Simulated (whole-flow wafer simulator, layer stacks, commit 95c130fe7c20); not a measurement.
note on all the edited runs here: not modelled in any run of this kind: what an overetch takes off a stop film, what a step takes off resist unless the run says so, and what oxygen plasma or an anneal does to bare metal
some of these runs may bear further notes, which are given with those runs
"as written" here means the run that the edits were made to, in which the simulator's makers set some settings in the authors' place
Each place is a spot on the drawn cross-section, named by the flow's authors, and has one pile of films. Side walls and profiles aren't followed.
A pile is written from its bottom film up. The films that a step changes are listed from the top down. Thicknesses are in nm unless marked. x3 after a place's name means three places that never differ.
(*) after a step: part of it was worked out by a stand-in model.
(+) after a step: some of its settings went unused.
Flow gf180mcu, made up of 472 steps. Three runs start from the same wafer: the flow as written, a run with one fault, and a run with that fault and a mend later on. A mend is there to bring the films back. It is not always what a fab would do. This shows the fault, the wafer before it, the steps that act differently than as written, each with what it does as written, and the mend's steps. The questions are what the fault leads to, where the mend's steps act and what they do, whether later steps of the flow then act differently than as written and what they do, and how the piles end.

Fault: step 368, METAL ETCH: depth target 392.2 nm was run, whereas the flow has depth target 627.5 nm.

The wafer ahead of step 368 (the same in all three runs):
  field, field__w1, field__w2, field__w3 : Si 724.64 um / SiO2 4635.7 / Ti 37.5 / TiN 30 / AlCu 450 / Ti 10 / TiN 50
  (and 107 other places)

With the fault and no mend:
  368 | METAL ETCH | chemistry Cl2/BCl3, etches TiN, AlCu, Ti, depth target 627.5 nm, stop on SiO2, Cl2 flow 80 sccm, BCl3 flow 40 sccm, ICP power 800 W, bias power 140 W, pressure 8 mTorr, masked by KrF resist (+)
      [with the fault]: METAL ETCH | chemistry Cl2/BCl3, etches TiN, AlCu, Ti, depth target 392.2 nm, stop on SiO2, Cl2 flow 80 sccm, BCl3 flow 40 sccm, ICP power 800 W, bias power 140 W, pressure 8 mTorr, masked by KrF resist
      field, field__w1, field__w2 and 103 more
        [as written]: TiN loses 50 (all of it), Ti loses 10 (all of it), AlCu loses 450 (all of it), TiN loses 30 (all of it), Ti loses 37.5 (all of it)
        [with the fault]: TiN loses 50 (all of it), Ti loses 10 (all of it), AlCu loses 332.2
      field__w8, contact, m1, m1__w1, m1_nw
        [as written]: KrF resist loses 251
        [with the fault]: KrF resist loses 156.9
  Later steps of the flow acting differently than as written:
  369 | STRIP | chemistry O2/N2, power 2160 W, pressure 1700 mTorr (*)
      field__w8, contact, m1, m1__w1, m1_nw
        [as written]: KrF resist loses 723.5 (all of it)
        [with the fault]: KrF resist loses 817.6 (all of it)
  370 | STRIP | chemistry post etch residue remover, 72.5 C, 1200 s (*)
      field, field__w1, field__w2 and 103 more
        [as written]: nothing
        [with the fault]: AlCu loses 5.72
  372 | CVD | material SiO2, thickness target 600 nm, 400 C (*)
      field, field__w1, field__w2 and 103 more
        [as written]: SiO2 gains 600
        [with the fault]: SiO2 gains 600 (new film)
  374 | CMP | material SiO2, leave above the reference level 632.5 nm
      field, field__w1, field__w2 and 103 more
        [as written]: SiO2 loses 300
        [with the fault]: SiO2 loses 479.6
  By the end, the piles at field, field__w1, field__w2 and 104 more depart from the flow's by more than 2% or 0.5 nm, whichever is larger.
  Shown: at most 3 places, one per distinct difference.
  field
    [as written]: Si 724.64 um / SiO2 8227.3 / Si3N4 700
    [with the fault]: Si 724.64 um / SiO2 4635.7 / Ti 37.5 / TiN 30 / AlCu 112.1 / SiO2 3412 / Si3N4 700
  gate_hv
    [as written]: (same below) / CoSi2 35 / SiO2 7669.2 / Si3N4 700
    [with the fault]: (same below) / CoSi2 35 / SiO2 4077.6 / Ti 37.5 / TiN 30 / AlCu 112.1 / SiO2 3412 / Si3N4 700
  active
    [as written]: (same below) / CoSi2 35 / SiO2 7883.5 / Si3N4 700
    [with the fault]: (same below) / CoSi2 35 / SiO2 4291.9 / Ti 37.5 / TiN 30 / AlCu 112.1 / SiO2 3412 / Si3N4 700

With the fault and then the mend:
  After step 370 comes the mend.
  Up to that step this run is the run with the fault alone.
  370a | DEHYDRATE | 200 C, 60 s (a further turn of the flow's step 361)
      alters no film at any place that is followed
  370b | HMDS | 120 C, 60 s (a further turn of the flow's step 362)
      alters no film at any place that is followed
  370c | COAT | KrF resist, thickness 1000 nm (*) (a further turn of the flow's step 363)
      iso_ptap_pw, iso_ntap_nw, iso_nw_fld and 33 more
        KrF resist gains 1000 (new film)
      field_sub__w2, field_sub__w4, gate_nat and 10 more
        KrF resist gains 1002.5 (new film)
      field__w2, field__w3, field__w12 and 9 more
        KrF resist gains 1002.7 (new film)
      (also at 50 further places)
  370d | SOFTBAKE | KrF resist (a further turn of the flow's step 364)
      alters no film at any place that is followed
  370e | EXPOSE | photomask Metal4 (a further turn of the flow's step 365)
      alters no film at any place that is followed
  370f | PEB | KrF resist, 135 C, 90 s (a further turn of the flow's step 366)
      field__w1, field__w2, field__w3 and 57 more
        KrF resist loses 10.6
      iso_ptap_pw, iso_ntap_nw, iso_nw_fld and 33 more
        KrF resist loses 10.5
      gate_hv, sd_p, nw_sep_fld, polyc_n
        KrF resist loses 10.7
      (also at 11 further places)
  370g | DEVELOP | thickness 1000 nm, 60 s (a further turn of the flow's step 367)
      iso_ptap_pw, iso_ntap_nw, iso_nw_fld and 33 more
        KrF resist loses 989.5 (all of it)
      field__w12, field_sub, field_sub__w3 and 8 more
        KrF resist loses 992.1 (all of it)
      field_sub__w2, field_sub__w4, gate_nat and 8 more
        KrF resist loses 991.9 (all of it)
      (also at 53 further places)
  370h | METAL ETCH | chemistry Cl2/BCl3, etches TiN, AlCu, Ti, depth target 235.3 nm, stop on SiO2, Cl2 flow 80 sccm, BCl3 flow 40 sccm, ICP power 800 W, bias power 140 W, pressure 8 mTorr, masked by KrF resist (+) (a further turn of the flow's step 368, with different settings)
      field, field__w1, field__w2 and 103 more
        AlCu loses 112.1 (all of it), TiN loses 30 (all of it), Ti loses 37.5 (all of it)
      field__w8, contact, m1, m1__w1, m1_nw
        KrF resist loses 94.1
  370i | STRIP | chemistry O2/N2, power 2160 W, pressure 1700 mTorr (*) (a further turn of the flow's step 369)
      field__w8
        KrF resist loses 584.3 (all of it)
      contact
        KrF resist loses 582.3 (all of it)
      m1
        KrF resist loses 584.5 (all of it)
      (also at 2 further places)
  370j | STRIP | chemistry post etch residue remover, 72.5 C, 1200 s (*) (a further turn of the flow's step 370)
      field__w8, contact, m1, m1__w1, m1_nw
        TiN loses 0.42
  None of the later steps of the flow differs from how it acts as written, at any place that is followed, by more than 2% or 0.5 nm, whichever is larger.
  The piles end only slightly different from the flow's at the places that both follow, by no more than 2% or 0.5 nm, whichever is larger.
